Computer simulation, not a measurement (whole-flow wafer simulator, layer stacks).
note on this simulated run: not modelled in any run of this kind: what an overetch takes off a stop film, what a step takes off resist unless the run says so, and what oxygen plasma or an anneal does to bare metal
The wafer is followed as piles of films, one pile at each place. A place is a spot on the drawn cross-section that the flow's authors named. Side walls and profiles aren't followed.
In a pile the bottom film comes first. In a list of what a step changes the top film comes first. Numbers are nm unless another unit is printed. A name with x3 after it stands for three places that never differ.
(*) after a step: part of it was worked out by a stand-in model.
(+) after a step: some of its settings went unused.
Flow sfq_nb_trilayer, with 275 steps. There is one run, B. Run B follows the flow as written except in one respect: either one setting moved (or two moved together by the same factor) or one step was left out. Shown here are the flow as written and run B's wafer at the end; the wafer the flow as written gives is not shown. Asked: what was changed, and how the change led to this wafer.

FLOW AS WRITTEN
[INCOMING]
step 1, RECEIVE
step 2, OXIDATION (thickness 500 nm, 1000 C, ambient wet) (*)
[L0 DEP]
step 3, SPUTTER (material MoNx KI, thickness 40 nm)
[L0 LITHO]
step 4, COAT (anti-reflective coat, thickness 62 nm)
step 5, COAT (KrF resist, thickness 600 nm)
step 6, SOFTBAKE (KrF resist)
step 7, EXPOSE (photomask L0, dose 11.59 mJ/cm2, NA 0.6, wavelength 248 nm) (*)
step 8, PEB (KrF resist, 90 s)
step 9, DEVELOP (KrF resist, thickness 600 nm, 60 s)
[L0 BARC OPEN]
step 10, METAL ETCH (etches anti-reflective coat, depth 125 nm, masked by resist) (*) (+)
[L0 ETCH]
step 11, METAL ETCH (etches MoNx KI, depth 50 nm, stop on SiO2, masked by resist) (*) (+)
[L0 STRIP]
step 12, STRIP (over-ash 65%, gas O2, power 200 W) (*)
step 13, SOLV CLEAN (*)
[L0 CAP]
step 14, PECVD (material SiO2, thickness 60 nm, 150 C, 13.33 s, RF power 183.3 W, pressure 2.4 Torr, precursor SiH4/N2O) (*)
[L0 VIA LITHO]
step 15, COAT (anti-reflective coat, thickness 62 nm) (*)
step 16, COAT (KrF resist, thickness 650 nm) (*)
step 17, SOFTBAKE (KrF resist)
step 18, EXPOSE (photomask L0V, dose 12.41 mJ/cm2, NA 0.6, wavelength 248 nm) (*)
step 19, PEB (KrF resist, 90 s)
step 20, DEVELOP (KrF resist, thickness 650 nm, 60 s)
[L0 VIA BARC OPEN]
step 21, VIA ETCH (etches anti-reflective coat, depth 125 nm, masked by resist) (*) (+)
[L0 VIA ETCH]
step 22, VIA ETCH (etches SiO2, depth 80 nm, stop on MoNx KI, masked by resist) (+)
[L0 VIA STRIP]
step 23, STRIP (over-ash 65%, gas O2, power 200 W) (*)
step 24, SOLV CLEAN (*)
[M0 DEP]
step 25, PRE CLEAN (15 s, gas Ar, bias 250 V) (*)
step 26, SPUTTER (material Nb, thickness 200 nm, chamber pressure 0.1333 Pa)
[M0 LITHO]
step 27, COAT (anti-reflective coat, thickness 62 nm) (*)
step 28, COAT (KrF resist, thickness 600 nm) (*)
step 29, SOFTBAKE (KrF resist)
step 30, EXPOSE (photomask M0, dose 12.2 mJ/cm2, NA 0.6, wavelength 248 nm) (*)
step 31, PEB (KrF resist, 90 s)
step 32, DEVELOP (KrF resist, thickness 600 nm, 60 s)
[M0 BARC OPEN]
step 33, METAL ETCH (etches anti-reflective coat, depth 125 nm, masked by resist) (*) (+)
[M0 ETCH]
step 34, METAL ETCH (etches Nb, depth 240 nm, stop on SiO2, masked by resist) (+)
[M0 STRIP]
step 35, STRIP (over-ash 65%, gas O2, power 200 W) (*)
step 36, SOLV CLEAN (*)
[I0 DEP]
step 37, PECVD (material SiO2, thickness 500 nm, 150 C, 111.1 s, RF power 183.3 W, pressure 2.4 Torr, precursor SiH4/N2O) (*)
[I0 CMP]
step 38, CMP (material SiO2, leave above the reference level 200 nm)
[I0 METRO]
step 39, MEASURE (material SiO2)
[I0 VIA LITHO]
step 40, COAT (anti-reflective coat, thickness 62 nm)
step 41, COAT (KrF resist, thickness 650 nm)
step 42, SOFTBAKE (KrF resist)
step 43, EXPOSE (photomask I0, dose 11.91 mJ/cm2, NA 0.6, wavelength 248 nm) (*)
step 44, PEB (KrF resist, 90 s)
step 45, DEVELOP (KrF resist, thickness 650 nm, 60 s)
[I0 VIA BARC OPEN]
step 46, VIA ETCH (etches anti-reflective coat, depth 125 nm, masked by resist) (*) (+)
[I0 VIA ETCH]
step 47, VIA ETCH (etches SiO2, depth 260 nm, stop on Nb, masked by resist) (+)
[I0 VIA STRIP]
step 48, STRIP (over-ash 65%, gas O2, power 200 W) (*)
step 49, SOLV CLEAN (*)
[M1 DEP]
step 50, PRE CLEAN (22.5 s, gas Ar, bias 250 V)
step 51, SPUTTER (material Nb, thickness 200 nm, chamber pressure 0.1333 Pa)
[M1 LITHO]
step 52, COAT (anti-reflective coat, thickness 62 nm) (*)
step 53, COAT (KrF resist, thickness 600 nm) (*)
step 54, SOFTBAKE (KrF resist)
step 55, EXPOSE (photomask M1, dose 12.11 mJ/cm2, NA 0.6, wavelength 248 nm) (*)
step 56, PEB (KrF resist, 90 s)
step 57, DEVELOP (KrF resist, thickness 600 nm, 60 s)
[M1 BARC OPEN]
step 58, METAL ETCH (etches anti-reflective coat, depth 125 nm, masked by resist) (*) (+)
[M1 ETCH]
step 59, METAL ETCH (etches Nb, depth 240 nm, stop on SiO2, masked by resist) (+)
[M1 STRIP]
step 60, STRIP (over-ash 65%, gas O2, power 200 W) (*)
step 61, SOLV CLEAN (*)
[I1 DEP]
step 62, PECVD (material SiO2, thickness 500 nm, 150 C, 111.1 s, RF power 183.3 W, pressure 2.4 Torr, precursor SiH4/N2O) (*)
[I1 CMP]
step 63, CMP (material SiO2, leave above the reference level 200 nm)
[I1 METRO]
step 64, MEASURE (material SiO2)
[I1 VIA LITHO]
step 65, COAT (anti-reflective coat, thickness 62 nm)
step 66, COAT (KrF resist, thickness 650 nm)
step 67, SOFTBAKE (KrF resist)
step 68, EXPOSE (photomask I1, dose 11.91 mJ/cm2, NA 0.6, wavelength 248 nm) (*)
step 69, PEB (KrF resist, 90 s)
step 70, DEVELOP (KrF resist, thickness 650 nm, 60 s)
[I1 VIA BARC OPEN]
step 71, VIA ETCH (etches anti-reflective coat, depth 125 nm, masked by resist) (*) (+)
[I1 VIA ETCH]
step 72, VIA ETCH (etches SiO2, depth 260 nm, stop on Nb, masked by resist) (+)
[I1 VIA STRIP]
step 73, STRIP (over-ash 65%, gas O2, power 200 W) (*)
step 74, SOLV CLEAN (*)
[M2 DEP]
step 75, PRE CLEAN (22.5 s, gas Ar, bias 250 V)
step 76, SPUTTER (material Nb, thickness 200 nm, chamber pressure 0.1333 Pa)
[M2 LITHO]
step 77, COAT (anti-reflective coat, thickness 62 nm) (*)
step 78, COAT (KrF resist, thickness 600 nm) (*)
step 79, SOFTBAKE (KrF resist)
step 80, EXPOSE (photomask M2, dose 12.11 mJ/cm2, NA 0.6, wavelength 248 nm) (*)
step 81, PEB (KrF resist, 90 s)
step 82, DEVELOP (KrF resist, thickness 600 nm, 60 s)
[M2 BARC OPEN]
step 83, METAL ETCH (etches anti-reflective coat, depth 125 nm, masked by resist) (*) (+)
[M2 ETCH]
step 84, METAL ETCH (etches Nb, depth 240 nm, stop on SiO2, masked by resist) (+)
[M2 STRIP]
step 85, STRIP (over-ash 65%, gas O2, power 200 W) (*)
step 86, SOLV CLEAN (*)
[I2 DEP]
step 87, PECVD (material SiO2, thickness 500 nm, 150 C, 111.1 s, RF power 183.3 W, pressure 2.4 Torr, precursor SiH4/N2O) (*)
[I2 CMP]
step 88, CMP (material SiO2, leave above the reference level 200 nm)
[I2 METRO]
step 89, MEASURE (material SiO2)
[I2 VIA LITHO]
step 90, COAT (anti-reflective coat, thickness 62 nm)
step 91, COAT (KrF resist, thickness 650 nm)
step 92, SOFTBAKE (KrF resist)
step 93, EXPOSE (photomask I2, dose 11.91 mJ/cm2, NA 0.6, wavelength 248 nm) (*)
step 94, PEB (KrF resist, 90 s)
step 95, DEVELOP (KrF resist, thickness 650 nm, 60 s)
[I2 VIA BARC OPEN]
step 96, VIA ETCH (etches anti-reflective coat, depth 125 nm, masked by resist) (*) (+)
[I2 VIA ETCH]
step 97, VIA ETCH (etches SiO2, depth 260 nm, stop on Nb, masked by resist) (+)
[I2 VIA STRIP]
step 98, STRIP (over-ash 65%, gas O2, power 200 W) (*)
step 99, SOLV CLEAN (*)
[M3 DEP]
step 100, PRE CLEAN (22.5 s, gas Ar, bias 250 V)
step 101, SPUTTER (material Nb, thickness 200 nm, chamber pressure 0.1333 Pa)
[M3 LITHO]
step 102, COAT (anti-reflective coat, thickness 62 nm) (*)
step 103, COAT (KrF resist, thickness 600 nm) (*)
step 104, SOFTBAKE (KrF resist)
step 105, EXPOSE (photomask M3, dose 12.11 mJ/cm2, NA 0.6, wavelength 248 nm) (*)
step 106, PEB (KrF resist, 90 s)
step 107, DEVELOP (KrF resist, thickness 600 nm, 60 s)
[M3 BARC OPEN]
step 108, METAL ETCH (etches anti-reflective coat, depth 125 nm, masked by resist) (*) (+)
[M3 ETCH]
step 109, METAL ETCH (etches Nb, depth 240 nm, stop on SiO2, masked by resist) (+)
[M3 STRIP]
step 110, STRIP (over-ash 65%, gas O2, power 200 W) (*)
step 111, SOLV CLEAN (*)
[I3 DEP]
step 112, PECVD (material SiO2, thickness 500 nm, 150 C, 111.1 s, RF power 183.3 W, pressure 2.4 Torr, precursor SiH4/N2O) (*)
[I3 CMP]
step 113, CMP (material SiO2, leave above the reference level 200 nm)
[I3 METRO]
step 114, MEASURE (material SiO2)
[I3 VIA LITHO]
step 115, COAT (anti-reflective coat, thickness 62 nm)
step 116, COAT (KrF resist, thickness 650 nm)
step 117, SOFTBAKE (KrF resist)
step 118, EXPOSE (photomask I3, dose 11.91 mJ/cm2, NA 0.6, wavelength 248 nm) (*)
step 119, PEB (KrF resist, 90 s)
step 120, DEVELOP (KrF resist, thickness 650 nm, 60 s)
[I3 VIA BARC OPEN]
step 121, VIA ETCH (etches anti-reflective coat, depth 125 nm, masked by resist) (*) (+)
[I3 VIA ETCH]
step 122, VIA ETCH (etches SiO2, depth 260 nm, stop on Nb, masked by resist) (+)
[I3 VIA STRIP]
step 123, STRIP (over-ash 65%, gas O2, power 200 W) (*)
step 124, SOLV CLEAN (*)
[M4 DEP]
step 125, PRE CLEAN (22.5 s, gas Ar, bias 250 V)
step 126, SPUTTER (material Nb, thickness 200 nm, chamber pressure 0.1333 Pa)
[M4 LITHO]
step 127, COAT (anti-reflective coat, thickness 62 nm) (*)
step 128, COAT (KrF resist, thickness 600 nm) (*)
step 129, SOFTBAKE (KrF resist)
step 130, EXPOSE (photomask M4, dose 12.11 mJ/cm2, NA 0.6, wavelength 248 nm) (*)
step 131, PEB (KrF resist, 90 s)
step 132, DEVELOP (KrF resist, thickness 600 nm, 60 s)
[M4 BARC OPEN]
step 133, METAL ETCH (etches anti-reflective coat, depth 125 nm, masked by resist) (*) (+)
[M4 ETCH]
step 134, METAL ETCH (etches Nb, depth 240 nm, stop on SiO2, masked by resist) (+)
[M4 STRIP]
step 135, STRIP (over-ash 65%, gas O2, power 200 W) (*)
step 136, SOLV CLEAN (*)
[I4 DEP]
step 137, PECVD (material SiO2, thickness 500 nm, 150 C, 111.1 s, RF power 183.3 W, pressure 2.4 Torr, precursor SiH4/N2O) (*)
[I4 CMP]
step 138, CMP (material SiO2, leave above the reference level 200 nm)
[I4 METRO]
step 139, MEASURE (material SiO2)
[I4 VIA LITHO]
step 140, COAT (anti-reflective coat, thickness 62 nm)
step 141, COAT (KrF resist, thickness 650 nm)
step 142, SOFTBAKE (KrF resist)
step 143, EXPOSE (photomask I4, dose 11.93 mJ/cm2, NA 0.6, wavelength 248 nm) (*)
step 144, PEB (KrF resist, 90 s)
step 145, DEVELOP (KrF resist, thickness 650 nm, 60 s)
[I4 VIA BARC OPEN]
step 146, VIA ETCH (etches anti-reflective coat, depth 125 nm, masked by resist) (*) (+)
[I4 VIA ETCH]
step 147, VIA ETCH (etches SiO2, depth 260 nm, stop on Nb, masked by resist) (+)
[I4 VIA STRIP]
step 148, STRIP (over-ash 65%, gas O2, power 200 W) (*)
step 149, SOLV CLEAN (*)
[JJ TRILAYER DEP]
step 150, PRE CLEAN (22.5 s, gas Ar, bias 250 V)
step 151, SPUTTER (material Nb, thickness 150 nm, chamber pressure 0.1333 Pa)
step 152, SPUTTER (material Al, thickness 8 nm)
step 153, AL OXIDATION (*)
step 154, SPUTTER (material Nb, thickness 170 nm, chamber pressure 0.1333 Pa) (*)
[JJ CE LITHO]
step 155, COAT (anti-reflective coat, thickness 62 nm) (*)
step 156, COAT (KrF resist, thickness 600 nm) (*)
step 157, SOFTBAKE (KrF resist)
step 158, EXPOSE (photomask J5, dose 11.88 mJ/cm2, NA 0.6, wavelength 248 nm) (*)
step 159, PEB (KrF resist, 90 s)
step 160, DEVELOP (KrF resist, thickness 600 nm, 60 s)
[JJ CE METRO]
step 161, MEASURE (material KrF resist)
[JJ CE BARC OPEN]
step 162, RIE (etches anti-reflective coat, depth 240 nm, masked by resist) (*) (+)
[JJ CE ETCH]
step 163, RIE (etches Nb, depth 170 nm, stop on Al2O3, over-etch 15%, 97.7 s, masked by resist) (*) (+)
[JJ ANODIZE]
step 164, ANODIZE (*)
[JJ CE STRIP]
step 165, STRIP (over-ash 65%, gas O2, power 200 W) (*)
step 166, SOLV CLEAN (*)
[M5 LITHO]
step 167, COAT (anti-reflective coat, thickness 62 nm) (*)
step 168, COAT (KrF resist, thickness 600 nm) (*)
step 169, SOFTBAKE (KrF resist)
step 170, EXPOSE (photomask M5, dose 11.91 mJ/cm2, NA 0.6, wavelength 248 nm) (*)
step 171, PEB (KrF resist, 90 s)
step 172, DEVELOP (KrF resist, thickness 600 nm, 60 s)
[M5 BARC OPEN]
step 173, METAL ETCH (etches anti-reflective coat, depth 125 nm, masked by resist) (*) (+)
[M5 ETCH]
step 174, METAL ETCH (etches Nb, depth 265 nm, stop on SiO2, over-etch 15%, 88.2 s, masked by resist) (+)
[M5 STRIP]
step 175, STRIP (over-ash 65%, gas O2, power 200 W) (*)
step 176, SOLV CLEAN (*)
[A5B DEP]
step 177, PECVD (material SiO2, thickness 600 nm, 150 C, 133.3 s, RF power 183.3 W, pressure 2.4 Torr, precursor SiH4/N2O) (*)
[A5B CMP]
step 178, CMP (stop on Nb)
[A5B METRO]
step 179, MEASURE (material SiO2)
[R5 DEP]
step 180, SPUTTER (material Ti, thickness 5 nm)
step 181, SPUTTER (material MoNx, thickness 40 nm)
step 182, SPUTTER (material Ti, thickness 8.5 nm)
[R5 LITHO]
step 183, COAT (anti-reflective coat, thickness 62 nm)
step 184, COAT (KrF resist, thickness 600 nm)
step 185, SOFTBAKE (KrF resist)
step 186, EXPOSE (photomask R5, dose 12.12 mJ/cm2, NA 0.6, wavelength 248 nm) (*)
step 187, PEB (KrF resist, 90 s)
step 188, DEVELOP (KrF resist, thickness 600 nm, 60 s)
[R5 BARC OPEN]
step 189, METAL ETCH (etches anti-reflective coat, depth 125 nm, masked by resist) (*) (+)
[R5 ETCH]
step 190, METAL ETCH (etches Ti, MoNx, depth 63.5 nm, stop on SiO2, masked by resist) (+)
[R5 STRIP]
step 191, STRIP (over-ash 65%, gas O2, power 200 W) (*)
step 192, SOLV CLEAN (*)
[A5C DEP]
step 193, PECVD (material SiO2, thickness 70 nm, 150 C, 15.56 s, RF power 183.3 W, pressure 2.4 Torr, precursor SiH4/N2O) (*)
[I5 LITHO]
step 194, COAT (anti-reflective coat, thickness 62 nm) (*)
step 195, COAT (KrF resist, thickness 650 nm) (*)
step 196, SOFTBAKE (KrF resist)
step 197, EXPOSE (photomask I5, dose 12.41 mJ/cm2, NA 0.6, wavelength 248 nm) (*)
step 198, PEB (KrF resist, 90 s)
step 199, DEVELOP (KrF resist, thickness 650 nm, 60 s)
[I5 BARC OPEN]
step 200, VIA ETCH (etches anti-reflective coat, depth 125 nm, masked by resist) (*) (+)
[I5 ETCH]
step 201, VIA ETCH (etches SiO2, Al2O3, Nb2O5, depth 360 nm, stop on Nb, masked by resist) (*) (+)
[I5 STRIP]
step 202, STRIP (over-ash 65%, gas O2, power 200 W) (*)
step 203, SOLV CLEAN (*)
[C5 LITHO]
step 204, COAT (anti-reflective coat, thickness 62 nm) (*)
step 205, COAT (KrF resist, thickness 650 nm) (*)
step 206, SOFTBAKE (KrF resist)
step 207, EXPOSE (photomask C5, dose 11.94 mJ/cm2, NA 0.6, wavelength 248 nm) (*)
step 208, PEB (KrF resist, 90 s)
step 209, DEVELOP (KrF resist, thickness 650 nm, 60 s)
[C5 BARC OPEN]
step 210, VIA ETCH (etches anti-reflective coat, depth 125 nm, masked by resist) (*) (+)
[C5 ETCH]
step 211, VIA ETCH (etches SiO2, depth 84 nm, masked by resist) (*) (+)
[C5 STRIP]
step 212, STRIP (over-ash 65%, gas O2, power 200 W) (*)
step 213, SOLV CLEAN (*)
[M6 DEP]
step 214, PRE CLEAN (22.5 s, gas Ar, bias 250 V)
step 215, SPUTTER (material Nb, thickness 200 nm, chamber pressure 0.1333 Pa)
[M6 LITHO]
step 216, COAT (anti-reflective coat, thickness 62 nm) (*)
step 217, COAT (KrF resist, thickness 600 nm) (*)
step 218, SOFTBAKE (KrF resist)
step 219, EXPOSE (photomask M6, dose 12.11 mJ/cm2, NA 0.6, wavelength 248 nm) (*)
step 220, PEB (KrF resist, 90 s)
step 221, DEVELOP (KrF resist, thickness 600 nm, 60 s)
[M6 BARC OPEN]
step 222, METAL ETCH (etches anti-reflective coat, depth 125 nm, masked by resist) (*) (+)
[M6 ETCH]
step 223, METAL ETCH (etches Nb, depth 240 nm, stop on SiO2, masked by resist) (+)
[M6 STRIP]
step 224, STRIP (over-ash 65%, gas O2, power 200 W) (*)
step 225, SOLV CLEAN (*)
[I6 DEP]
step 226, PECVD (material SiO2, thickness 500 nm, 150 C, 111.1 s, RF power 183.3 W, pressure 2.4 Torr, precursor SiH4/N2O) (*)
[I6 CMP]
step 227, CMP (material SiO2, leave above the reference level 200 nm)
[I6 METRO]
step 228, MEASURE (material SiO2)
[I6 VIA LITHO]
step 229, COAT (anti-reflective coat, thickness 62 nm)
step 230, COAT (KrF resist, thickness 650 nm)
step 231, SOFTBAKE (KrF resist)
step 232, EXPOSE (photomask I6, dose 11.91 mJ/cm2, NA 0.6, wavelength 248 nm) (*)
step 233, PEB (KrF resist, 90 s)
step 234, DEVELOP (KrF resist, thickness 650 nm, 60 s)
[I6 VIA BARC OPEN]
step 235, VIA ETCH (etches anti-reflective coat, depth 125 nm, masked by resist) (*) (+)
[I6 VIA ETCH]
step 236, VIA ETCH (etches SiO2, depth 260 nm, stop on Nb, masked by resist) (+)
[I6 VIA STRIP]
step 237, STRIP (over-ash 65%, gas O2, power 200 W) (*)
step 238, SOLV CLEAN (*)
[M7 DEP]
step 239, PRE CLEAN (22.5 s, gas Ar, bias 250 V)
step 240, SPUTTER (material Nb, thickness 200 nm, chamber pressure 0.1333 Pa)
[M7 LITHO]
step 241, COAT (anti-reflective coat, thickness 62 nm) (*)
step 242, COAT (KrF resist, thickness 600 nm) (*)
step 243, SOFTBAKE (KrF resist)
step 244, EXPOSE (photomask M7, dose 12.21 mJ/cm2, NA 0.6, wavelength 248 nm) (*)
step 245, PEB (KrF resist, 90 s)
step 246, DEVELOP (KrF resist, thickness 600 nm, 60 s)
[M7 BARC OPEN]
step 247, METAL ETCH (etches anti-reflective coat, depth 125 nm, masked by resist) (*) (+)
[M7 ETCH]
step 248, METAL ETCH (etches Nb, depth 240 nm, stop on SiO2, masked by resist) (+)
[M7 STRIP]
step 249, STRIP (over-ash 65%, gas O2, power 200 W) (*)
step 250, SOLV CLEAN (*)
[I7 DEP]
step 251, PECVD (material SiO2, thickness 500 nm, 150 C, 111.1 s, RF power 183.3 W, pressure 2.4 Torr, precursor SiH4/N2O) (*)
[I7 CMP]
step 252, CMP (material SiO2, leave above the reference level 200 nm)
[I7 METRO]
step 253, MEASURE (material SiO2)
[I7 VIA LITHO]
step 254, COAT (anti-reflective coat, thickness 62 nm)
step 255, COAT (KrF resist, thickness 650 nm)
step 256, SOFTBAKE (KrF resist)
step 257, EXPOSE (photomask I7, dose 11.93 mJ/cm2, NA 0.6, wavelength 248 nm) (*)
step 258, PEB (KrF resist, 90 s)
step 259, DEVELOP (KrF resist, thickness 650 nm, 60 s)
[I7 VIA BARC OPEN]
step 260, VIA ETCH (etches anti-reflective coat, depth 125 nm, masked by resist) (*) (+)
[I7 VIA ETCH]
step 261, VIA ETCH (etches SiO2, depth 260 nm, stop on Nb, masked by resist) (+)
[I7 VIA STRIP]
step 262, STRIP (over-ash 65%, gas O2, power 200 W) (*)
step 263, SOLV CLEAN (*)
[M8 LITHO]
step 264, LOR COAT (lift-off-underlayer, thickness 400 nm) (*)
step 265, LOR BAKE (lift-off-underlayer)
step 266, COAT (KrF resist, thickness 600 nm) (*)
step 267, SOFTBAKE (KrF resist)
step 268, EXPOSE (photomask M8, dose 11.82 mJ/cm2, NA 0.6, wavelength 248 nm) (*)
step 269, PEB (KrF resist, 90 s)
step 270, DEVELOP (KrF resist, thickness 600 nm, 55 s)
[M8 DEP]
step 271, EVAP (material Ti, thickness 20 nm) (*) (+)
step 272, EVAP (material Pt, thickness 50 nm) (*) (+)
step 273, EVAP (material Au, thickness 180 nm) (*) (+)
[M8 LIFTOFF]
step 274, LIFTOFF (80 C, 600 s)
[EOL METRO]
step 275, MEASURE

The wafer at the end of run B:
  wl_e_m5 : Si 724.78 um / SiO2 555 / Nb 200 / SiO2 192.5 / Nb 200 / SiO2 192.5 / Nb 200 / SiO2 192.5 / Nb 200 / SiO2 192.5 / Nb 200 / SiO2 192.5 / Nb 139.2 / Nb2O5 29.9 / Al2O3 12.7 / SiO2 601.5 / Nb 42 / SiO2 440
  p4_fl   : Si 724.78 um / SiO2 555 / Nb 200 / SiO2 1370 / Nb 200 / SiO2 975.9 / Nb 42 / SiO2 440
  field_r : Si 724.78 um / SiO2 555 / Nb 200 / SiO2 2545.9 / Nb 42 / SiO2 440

What caused this: step 240, SPUTTER: thickness 282 nm was run, whereas the flow has thickness 200 nm.

The path from the change to this, step by step:
  step 240, SPUTTER (material Nb, thickness 200 nm, chamber pressure 0.1333 Pa)
      field_l, v_sur, via_wl and 102 more: Nb gains 282 (new film) (as written it would have been: Nb gains 200 (new film))
      via_v: Nb gains 227.6 (as written it would have been: Nb gains 161.1)
  step 248, METAL ETCH (etches Nb, depth 240 nm, stop on SiO2, masked by resist) (+)
      field_l, field_r, lsp_l and 62 more: Nb loses 240 (as written it would have been: Nb loses 200 (all of it))
  step 251, PECVD (material SiO2, thickness 500 nm, 150 C, 111.1 s, RF power 183.3 W, pressure 2.4 Torr, precursor SiH4/N2O) (*)
      field_l, p4_fl, p4_fm and 56 more: SiO2 gains 500 (new film) (as written it would have been: SiO2 gains 500)
      field_r, lsp_l: SiO2 gains 473.2 (new film) (as written it would have been: SiO2 gains 477.7)
      (and at 4 other places as well)
  step 252, CMP (material SiO2, leave above the reference level 200 nm)
      field_l, p4_fl, p4_fm and 56 more: SiO2 loses 60 (as written it would have been: SiO2 loses 100)
      field_r, lsp_l: SiO2 loses 33.2 (as written it would have been: SiO2 loses 77.7)
      (and at 3 other places as well)
Taking metal films that touch as one body, wl_e_m5 has 7 bodies (between them, from the top down: SiO2 601.5 / Al2O3 12.7 / Nb2O5 29.9; SiO2 192.5; SiO2 192.5; SiO2 192.5; SiO2 192.5; SiO2 192.5); the flow as written gives 6 bodies (between them, from the top down: SiO2 192.5; SiO2 192.5; SiO2 192.5; SiO2 192.5; SiO2 192.5).
Taking metal films that touch as one body, p4_fl has 3 bodies (between them, from the top down: SiO2 975.9; SiO2 1370); the flow as written gives 2 bodies (between them, from the top down: SiO2 1370).
Taking metal films that touch as one body, field_r has 2 bodies (between them, from the top down: SiO2 2545.9); the flow as written gives 1 body.
